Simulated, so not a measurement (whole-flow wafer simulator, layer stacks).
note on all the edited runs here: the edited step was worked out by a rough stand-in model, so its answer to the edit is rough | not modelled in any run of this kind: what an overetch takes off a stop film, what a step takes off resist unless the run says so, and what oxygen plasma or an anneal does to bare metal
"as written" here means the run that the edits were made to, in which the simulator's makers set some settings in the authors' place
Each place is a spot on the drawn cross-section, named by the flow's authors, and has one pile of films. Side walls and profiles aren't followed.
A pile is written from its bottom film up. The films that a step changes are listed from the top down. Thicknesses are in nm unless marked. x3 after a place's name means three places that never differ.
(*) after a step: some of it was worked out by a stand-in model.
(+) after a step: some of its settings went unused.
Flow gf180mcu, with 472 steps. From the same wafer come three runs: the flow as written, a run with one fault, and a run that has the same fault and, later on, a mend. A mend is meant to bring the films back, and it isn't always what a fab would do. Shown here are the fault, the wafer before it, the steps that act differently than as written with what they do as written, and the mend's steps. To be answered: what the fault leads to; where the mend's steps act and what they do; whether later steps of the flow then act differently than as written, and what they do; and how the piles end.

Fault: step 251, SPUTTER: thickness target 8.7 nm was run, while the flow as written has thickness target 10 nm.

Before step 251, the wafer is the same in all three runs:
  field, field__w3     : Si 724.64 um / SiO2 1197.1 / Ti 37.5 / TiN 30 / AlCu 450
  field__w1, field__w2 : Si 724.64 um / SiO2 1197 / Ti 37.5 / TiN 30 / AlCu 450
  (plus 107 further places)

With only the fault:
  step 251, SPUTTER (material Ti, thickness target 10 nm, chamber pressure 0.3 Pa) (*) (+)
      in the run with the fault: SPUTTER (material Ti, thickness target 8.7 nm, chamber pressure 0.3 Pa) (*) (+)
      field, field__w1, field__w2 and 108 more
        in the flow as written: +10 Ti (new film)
        in the run with the fault: +8.7 Ti (new film)
  Steps later in the flow that act otherwise than as written (not shown: 3 more steps that differ only slightly, by at most 2% or 0.5 nm, whichever is larger):
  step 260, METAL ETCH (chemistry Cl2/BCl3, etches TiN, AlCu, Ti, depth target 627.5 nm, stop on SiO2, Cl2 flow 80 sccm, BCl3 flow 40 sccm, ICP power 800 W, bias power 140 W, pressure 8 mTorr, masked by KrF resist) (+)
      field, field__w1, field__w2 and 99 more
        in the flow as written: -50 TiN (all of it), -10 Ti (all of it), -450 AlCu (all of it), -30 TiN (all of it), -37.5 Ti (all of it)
        in the run with the fault: -50 TiN (all of it), -8.7 Ti (all of it), -450 AlCu (all of it), -30 TiN (all of it), -37.5 Ti (all of it)
  At field__w8, contact, m1 and 6 more, the piles at the end differ from the flow's by more than 2% or 0.5 nm, whichever is larger.
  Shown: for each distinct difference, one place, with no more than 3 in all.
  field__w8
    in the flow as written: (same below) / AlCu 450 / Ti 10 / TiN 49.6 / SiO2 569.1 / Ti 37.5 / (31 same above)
    in the run with the fault: (same below) / AlCu 450 / Ti 8.7 / TiN 49.6 / SiO2 570.4 / Ti 37.5 / (31 same above)
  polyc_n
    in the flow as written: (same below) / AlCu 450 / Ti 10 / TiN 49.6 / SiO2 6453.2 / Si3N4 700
    in the run with the fault: (same below) / AlCu 450 / Ti 8.7 / TiN 49.6 / SiO2 6454.5 / Si3N4 700
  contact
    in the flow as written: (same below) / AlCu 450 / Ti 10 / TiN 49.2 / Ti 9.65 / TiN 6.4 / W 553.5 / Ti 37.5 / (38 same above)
    in the run with the fault: (same below) / AlCu 450 / Ti 8.7 / TiN 49.2 / Ti 9.65 / TiN 6.4 / W 554.8 / Ti 37.5 / (38 same above)

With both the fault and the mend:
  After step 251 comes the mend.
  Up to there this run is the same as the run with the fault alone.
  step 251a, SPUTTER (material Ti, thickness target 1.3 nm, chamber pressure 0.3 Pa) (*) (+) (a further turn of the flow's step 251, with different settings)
      field, field__w1, field__w2 and 108 more
        +1.3 Ti
  Every later step of the flow that is run acts as written at every place that is followed.
  By the end, the piles equal the flow's at every place that both follow.
